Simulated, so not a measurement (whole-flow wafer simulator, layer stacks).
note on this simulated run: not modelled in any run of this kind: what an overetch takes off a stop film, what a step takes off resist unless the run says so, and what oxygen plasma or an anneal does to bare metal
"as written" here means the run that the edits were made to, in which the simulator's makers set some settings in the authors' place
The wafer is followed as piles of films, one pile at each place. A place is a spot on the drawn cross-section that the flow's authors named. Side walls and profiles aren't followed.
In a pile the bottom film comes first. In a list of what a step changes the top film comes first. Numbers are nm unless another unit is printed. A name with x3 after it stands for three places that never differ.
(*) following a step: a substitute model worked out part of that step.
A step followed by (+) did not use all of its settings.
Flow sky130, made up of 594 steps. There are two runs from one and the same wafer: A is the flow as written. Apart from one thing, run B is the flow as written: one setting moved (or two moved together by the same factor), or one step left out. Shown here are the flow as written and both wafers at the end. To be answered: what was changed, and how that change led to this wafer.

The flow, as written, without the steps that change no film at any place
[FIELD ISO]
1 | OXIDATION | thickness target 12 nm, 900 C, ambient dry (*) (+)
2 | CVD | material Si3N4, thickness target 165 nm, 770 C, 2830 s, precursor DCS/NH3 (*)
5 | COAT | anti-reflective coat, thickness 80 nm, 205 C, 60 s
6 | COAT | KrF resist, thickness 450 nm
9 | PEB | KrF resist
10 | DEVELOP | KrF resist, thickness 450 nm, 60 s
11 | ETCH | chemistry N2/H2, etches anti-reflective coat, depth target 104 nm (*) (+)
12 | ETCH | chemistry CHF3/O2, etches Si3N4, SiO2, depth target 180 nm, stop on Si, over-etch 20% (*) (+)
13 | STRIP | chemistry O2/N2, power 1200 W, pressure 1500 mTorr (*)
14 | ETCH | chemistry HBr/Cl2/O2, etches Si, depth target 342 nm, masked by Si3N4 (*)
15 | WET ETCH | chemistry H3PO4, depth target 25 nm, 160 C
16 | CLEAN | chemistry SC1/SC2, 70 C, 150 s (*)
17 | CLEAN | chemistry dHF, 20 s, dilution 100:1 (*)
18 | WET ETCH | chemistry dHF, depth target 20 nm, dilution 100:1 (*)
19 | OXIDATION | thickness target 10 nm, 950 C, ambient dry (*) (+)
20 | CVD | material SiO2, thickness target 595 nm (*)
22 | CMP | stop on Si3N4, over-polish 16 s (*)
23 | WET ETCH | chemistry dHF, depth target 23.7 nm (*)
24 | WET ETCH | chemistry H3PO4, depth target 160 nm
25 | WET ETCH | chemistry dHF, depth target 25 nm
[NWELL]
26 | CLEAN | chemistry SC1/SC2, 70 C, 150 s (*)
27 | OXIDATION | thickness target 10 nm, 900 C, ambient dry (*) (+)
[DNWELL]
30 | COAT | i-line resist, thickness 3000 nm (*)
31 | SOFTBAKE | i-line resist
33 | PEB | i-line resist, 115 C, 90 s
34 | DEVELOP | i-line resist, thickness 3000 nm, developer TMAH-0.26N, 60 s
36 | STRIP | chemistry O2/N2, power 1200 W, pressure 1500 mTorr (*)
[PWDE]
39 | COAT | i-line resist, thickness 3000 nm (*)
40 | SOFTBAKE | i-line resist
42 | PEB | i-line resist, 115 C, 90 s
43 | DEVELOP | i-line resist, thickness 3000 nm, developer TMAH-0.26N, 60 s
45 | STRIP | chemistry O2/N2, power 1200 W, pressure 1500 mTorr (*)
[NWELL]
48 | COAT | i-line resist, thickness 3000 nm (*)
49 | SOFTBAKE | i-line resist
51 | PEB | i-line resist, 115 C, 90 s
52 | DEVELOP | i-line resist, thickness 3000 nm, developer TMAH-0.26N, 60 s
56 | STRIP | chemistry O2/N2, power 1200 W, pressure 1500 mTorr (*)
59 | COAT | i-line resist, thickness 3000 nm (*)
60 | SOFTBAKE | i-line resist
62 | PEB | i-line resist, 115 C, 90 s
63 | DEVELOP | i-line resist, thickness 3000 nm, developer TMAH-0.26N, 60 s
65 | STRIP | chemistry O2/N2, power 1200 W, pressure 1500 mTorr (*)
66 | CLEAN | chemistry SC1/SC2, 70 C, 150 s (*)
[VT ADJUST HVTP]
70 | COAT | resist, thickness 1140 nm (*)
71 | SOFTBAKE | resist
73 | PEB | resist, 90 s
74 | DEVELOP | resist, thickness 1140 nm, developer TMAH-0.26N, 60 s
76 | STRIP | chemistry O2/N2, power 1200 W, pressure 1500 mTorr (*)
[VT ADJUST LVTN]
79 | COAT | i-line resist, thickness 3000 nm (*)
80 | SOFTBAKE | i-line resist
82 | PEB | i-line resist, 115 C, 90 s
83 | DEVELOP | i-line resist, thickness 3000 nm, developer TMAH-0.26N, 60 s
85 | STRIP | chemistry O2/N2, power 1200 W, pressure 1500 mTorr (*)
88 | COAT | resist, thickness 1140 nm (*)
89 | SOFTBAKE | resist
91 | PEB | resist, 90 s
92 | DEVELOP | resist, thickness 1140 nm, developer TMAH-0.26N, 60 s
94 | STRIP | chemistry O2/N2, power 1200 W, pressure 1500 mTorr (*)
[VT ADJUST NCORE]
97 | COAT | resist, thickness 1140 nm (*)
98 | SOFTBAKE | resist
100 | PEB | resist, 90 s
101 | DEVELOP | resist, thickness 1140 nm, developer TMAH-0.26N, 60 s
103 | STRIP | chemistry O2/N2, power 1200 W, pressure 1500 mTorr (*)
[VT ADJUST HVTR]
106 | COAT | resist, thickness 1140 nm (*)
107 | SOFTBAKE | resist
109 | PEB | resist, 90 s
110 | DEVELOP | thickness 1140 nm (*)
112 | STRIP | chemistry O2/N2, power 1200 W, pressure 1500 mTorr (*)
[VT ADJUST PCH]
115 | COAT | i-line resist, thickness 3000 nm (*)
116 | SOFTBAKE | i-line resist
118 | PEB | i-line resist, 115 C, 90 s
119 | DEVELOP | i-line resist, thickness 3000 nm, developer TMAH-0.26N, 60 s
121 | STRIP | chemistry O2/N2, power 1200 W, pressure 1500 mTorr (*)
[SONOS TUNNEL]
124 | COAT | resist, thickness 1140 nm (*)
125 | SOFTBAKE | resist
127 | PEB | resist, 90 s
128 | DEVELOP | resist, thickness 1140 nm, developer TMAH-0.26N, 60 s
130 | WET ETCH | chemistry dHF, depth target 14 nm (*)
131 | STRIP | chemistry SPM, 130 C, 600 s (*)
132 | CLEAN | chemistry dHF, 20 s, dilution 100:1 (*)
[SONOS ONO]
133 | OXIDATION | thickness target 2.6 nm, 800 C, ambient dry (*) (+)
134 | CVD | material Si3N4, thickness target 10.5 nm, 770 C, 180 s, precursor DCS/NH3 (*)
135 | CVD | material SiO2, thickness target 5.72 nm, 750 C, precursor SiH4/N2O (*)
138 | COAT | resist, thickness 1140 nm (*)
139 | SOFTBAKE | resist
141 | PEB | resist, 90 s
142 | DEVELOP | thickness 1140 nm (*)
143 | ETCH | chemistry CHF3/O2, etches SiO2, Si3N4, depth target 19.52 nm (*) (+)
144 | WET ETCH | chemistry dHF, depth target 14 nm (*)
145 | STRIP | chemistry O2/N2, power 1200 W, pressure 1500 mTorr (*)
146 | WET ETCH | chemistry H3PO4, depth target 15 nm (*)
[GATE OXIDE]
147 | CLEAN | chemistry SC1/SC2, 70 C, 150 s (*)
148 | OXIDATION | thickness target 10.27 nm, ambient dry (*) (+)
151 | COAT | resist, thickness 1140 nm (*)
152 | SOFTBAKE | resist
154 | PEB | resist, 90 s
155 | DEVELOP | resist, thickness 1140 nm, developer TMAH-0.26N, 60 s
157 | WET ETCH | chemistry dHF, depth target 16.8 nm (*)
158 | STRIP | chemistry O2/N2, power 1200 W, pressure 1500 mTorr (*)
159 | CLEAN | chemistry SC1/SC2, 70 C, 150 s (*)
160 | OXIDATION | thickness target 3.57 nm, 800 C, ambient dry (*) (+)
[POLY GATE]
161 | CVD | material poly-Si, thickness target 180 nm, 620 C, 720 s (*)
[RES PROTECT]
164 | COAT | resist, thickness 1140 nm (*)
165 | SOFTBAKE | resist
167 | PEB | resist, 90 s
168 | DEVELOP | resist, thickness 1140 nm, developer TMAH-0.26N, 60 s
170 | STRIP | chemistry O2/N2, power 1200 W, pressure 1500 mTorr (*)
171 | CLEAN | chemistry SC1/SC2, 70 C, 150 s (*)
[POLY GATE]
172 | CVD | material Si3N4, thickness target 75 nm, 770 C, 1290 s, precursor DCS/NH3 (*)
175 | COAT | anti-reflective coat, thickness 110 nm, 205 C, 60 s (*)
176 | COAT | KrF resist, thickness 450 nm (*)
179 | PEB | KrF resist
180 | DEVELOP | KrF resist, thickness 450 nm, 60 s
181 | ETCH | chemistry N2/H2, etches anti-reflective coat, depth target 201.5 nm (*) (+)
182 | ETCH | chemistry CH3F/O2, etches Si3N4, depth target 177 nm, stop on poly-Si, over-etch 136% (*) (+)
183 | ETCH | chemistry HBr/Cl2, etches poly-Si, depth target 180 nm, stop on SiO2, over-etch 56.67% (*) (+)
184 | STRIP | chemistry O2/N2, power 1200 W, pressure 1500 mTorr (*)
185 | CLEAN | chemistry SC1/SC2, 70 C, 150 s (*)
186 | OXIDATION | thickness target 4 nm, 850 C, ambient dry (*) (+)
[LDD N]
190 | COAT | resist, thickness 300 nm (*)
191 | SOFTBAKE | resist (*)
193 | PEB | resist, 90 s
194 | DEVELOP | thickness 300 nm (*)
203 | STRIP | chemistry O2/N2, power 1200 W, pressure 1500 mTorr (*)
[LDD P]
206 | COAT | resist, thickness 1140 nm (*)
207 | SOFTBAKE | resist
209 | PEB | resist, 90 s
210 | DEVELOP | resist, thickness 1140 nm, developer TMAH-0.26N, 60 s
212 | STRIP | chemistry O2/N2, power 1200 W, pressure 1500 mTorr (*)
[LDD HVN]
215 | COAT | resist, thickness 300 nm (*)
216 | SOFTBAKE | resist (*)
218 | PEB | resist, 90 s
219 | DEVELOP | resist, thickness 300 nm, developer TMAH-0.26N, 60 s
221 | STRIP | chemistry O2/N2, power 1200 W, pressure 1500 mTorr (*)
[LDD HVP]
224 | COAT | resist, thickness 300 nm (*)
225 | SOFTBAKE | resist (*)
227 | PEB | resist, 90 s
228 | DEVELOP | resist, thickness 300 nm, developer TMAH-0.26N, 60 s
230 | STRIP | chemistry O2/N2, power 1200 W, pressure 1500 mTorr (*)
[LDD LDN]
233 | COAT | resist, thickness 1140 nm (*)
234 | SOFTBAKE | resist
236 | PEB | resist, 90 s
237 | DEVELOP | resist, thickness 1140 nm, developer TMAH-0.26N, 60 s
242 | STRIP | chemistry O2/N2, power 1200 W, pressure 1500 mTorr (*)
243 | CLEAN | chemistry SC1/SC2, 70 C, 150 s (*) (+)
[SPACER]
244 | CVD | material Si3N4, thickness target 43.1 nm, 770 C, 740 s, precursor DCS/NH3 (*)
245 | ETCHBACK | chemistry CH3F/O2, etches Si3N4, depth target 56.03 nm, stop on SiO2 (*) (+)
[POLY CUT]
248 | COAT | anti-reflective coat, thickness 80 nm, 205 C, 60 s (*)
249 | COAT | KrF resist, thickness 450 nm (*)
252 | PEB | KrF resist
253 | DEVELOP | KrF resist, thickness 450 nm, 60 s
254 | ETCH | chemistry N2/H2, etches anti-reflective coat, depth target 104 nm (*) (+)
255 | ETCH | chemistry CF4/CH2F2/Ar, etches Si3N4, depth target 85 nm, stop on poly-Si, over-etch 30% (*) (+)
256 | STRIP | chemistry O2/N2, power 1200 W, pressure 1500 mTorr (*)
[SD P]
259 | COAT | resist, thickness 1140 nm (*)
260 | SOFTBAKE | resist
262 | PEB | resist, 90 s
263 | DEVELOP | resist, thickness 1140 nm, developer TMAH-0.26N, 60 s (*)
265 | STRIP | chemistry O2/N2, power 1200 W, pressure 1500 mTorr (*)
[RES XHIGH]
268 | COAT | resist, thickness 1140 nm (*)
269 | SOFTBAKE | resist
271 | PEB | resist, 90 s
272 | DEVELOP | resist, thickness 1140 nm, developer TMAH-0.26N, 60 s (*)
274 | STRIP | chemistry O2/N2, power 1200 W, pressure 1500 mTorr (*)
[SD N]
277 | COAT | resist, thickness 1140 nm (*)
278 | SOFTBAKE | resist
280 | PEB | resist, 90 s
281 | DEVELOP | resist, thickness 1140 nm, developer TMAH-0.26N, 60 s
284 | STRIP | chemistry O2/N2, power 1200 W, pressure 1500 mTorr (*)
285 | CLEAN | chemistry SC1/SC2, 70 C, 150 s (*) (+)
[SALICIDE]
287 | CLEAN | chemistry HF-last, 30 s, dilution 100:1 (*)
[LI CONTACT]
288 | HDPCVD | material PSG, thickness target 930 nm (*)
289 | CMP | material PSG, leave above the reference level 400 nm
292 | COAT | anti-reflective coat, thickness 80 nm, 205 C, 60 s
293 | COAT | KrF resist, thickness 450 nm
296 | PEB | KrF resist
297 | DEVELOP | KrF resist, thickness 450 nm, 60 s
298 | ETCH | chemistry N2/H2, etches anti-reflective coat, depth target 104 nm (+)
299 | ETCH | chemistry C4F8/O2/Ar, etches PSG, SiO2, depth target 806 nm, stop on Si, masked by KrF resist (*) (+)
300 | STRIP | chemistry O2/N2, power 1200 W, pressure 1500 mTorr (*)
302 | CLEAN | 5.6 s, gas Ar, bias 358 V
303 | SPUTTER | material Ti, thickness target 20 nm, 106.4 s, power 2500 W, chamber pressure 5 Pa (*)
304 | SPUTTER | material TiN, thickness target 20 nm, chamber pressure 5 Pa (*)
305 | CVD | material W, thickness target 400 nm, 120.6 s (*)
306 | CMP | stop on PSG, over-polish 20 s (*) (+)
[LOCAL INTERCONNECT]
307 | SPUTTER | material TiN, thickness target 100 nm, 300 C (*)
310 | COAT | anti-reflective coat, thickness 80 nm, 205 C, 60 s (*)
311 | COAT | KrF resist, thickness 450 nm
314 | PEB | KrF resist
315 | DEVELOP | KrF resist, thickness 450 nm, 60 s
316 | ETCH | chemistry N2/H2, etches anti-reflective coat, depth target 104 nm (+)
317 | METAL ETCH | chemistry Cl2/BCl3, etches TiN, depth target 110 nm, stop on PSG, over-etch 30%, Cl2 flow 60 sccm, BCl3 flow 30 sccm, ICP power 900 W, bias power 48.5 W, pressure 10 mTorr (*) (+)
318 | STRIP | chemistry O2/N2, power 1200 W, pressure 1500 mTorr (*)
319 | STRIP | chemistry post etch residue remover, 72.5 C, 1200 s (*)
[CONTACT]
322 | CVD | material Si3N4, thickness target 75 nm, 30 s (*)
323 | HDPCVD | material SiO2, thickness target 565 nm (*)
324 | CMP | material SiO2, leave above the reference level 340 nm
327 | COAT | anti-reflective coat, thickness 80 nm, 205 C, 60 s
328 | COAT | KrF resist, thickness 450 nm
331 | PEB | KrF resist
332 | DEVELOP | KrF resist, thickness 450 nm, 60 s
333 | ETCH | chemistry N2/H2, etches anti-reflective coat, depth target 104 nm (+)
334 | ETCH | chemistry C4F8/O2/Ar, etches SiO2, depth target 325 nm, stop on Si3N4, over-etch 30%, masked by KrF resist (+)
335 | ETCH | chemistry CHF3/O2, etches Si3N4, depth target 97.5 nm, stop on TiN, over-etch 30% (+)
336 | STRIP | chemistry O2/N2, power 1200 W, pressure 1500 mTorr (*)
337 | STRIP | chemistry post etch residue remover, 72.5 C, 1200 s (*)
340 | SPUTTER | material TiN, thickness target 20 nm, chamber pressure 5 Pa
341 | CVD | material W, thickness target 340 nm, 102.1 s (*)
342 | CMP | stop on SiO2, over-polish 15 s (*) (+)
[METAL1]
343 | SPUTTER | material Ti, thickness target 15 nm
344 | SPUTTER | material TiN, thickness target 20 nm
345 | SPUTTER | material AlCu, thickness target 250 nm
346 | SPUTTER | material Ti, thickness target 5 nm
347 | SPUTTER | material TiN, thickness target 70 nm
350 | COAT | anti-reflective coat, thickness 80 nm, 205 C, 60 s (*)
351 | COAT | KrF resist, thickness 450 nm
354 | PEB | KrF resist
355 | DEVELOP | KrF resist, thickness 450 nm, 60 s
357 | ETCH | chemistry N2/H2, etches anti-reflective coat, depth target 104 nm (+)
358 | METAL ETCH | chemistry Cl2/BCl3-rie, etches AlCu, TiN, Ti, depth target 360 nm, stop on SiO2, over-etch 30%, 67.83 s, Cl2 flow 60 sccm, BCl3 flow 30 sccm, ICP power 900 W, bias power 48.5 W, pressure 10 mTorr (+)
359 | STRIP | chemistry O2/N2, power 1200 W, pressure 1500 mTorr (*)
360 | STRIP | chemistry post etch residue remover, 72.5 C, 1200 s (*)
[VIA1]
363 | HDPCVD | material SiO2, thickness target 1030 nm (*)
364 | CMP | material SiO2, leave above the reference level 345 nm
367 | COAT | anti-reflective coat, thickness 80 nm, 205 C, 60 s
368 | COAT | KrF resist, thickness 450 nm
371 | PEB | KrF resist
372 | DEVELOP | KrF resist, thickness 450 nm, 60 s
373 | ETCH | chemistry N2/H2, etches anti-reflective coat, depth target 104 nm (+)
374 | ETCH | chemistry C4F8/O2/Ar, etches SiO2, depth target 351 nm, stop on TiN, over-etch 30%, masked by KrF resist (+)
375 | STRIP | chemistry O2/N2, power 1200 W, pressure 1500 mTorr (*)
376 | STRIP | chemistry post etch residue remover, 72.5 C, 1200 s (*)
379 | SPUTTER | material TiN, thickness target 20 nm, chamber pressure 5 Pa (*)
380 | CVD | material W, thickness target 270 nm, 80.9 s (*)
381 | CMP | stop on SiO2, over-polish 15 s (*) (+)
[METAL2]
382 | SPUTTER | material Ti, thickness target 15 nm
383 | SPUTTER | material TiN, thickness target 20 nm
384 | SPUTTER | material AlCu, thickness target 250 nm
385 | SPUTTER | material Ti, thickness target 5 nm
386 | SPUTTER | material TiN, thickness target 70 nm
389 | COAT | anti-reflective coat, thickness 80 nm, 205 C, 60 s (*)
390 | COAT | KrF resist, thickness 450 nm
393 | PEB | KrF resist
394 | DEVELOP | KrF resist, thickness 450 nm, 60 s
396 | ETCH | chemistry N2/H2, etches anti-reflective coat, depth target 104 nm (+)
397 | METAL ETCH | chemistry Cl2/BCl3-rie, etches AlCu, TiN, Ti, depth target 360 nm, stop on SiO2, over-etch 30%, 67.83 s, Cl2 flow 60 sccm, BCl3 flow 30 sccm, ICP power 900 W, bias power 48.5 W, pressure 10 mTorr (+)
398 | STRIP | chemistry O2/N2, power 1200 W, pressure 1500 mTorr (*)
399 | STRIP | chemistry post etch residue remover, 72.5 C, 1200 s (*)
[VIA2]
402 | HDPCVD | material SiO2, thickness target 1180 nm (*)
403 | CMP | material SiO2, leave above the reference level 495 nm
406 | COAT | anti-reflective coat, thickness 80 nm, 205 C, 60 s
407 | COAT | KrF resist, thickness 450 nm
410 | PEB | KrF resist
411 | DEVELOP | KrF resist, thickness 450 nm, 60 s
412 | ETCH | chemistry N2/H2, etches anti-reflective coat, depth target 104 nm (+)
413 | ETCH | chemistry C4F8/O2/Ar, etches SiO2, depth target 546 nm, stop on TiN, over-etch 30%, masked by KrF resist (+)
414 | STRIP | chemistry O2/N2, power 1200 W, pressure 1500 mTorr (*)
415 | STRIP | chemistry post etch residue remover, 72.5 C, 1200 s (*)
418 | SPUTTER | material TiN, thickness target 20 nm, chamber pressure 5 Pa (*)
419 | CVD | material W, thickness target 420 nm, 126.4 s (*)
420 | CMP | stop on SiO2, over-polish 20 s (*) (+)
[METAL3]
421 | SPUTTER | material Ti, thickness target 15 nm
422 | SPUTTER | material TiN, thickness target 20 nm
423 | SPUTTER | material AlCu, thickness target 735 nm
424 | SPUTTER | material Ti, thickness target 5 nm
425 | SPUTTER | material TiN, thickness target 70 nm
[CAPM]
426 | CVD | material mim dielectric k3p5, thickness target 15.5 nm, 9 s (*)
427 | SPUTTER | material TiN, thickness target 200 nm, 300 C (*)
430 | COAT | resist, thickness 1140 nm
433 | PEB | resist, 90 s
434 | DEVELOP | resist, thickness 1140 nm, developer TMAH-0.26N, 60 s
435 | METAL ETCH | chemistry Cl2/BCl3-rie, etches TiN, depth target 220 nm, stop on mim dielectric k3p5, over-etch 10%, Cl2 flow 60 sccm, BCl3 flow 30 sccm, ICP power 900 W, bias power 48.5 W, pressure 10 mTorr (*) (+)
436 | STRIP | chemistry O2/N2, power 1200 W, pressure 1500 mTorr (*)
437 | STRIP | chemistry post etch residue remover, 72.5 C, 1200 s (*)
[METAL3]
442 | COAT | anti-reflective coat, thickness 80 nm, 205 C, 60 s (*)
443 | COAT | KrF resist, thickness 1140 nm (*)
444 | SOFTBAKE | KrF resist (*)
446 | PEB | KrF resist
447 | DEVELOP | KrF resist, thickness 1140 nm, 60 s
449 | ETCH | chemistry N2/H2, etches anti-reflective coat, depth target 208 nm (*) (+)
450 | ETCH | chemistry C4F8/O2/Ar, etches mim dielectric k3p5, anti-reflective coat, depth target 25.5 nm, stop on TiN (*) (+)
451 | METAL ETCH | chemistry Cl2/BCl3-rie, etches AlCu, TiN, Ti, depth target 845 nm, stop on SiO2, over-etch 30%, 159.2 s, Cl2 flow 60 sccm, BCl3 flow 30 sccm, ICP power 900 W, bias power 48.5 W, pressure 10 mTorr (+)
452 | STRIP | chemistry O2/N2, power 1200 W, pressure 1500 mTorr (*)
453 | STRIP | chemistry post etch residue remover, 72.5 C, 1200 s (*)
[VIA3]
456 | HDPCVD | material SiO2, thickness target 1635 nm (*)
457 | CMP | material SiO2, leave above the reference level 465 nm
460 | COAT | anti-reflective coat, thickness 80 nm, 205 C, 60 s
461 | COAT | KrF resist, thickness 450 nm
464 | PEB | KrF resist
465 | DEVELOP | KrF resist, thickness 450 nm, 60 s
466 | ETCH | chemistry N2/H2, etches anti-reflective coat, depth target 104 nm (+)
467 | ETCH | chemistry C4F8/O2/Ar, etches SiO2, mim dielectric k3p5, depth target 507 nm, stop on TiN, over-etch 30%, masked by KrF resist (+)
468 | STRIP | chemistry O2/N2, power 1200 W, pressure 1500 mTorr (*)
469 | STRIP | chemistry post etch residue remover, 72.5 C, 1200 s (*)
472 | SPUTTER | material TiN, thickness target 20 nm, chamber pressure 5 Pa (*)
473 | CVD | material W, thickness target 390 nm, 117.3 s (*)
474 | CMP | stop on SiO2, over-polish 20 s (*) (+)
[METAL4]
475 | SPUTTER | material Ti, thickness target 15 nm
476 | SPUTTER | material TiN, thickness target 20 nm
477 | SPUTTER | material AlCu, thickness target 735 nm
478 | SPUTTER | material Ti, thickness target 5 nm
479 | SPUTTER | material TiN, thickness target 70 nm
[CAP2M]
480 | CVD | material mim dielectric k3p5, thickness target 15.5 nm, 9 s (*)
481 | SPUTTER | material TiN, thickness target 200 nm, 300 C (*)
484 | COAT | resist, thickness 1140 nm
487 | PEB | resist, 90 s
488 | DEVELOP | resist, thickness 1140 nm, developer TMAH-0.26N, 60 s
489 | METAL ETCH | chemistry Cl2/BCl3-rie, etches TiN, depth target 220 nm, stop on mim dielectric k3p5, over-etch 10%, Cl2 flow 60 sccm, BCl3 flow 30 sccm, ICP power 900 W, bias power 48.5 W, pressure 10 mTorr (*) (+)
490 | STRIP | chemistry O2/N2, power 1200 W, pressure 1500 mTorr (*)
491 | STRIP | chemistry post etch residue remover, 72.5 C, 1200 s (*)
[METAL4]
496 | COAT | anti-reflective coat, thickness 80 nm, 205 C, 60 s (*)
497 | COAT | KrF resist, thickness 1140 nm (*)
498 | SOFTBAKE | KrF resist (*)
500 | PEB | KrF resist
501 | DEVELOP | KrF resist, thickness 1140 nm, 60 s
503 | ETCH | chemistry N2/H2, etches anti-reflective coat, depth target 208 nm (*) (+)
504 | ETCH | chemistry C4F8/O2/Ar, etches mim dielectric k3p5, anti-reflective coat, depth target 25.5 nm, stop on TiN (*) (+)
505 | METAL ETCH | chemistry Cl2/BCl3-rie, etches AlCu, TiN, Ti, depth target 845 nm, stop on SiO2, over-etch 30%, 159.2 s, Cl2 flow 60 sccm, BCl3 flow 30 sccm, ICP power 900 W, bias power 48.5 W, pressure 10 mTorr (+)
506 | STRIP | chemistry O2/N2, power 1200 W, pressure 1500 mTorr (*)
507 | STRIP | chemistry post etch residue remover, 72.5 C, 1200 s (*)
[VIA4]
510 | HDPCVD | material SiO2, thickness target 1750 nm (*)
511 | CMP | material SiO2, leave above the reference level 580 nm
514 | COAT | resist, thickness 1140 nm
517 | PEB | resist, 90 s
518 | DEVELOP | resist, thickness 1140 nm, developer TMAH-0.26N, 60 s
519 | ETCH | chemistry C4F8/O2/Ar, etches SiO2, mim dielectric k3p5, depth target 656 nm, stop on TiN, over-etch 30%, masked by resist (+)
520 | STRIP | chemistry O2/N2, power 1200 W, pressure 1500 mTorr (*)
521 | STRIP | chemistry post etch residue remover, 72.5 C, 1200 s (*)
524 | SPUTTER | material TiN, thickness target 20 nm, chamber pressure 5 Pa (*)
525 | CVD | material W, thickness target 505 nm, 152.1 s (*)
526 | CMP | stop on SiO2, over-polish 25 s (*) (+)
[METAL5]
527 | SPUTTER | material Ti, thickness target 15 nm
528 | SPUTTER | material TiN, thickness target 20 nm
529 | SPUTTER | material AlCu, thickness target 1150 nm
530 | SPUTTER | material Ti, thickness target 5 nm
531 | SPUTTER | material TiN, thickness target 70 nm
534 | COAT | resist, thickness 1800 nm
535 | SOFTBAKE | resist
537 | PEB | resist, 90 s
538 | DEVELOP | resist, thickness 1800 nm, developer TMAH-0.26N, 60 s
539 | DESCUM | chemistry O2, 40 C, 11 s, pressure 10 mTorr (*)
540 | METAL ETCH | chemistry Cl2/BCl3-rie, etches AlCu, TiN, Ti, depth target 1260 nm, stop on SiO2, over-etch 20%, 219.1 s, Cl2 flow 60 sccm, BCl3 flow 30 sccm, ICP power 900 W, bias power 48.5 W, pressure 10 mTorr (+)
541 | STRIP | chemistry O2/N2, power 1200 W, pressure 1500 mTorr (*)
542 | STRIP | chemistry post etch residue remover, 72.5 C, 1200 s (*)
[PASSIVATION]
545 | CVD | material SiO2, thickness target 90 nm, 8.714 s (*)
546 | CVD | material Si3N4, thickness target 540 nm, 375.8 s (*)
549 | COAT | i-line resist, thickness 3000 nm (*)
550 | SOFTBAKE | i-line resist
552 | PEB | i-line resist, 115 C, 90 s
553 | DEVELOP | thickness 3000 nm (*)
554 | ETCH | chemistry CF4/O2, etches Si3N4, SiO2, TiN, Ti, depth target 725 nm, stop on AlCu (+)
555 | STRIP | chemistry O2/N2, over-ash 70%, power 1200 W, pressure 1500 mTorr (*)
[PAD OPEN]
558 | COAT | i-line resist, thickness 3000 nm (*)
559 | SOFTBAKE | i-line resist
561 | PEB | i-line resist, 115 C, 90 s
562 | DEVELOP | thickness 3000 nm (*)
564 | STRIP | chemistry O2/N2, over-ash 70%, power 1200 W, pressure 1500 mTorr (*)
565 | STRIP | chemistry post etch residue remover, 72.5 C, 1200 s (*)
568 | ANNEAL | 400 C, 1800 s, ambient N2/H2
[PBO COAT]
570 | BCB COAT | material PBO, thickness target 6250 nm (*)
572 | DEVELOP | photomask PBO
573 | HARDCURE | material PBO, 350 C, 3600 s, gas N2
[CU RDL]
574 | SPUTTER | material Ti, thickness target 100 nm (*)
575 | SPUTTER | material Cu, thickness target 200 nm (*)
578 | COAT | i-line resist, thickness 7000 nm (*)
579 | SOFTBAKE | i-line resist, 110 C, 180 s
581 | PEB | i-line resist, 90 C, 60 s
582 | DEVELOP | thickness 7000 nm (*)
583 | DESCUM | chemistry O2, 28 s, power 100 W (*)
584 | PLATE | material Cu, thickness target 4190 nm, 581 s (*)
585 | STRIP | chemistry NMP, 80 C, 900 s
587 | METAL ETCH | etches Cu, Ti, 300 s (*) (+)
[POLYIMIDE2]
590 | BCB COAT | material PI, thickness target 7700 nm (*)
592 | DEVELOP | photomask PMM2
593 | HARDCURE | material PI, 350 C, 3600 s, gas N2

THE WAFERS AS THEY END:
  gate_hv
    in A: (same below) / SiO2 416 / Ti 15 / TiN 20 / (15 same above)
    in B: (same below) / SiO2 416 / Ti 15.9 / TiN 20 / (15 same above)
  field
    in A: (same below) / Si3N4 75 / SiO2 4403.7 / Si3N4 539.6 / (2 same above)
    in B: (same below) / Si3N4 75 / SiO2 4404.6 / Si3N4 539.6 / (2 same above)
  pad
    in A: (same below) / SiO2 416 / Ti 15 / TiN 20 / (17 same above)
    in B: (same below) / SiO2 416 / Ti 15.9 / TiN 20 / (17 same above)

The reason: step 421, SPUTTER: thickness target 15.9 nm was run, though the flow has thickness target 15 nm.
The wafer itself shows it: gate_hv has Ti 15.9, and step 421 as written asks for 15 nm.

Step by step, how the change led to this:
  421 | SPUTTER | material Ti, thickness target 15 nm
      field, active, n_well and 188 more: A +15 Ti (new film) | B +15.9 Ti (new film)
  451 | METAL ETCH | chemistry Cl2/BCl3-rie, etches AlCu, TiN, Ti, depth target 845 nm, stop on SiO2, over-etch 30%, 159.2 s, Cl2 flow 60 sccm, BCl3 flow 30 sccm, ICP power 900 W, bias power 48.5 W, pressure 10 mTorr (+)
      field, active, gate and 69 more: A -70 TiN (all of it), -5 Ti (all of it), -735 AlCu (all of it), -20 TiN (all of it), -15 Ti (all of it), -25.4 SiO2 | B -70 TiN (all of it), -5 Ti (all of it), -735 AlCu (all of it), -20 TiN (all of it), -15.9 Ti (all of it), -25.3 SiO2
      vpp_ln, vpp_iso2, ndiff_ln and 10 more: A -70 TiN (all of it), -5 Ti (all of it), -735 AlCu (all of it), -20 TiN (all of it), -15 Ti (all of it), -25.3 SiO2 | B -70 TiN (all of it), -5 Ti (all of it), -735 AlCu (all of it), -20 TiN (all of it), -15.9 Ti (all of it), -25.3 SiO2
